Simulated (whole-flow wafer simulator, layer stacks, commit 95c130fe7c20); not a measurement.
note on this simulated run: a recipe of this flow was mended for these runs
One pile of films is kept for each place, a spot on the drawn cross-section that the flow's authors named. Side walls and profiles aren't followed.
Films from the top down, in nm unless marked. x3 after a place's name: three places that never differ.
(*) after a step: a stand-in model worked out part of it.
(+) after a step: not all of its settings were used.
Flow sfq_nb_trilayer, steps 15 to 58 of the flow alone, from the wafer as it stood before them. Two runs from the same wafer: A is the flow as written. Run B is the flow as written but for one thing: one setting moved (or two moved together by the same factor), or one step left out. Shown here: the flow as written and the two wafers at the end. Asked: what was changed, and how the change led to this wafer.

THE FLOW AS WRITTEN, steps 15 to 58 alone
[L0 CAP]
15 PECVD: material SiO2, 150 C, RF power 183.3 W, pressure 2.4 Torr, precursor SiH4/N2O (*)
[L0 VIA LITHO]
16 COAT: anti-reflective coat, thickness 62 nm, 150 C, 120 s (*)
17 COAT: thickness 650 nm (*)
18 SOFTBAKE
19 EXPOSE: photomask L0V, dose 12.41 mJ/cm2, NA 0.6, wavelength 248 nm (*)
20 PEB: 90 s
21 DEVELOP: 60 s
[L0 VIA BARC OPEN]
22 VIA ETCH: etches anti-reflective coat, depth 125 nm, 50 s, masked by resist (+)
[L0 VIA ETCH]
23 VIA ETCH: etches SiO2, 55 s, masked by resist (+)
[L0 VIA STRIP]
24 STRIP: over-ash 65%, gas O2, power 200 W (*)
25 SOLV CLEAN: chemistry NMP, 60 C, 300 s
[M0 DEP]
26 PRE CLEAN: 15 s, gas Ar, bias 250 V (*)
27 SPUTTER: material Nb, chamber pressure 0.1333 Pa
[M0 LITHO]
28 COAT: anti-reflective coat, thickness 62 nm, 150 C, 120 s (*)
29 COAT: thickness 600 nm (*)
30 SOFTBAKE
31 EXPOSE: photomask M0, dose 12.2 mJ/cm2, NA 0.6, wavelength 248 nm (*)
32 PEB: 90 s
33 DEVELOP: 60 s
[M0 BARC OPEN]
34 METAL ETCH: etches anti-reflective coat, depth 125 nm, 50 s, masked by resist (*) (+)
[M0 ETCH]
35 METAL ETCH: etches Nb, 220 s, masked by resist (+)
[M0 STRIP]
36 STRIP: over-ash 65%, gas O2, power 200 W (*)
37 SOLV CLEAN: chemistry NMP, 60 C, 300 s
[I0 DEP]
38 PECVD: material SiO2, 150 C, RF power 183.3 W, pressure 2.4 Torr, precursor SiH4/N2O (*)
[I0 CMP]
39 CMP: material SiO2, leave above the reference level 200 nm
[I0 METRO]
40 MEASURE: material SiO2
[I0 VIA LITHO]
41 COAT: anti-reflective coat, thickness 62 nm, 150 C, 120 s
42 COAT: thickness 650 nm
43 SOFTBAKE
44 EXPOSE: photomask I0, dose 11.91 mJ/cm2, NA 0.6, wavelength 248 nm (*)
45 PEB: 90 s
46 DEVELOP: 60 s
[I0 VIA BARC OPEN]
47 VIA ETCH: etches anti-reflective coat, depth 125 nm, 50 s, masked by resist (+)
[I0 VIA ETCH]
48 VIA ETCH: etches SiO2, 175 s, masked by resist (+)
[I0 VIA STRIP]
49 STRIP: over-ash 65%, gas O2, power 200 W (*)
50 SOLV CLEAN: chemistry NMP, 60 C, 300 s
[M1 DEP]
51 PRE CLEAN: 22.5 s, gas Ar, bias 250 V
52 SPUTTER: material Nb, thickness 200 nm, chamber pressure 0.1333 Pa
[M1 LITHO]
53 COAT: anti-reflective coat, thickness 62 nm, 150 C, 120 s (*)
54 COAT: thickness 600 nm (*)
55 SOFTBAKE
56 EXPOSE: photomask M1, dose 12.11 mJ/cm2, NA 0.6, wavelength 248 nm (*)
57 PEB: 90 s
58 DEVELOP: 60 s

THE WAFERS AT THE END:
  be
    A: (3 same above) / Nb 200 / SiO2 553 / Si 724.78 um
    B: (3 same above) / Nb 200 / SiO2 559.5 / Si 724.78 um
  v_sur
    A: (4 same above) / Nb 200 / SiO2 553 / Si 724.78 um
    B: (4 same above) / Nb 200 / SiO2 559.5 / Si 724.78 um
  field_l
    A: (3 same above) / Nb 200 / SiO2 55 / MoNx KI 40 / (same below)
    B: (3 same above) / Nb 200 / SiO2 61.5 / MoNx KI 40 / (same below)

The cause: step 15, PECVD: RF power 228.7 W was run, where the flow has RF power 183.3 W.

How the change led to this, step by step:
  15 PECVD: material SiO2, 150 C, RF power 183.3 W, pressure 2.4 Torr, precursor SiH4/N2O (*)
      v_sur, via_wl, via_w and 97 more: A SiO2 +60 | B SiO2 +66.5
      field_l, l0_sur, l0v, l0r_line_l, l0r_line_c, l0r_line_r: A SiO2 +60 (new film) | B SiO2 +66.5 (new film)
  23 VIA ETCH: etches SiO2, 55 s, masked by resist (+)
      l0v: A SiO2 -59.7 (all of it), MoNx KI -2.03 | B SiO2 -66.1 (all of it), MoNx KI -1.39
  28 COAT: anti-reflective coat, thickness 62 nm, 150 C, 120 s (*)
      l0_sur: A anti-reflective coat +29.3 (new film) | B anti-reflective coat +27.2 (new film)
      l0v: A anti-reflective coat +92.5 (new film) | B anti-reflective coat +94.7 (new film)
  36 STRIP: over-ash 65%, gas O2, power 200 W (*)
      l0_sur: A KrF-resist-other-grade -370 (all of it), anti-reflective coat -29.3 (all of it) | B KrF-resist-other-grade -371 (all of it), anti-reflective coat -27.2 (all of it)
      l0v: A KrF-resist-other-grade -374.1 (all of it), anti-reflective coat -92.5 (all of it) | B KrF-resist-other-grade -377.4 (all of it), anti-reflective coat -94.7 (all of it)
  39 CMP: material SiO2, leave above the reference level 200 nm
      l0v: A SiO2 -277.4 | B SiO2 -270.6
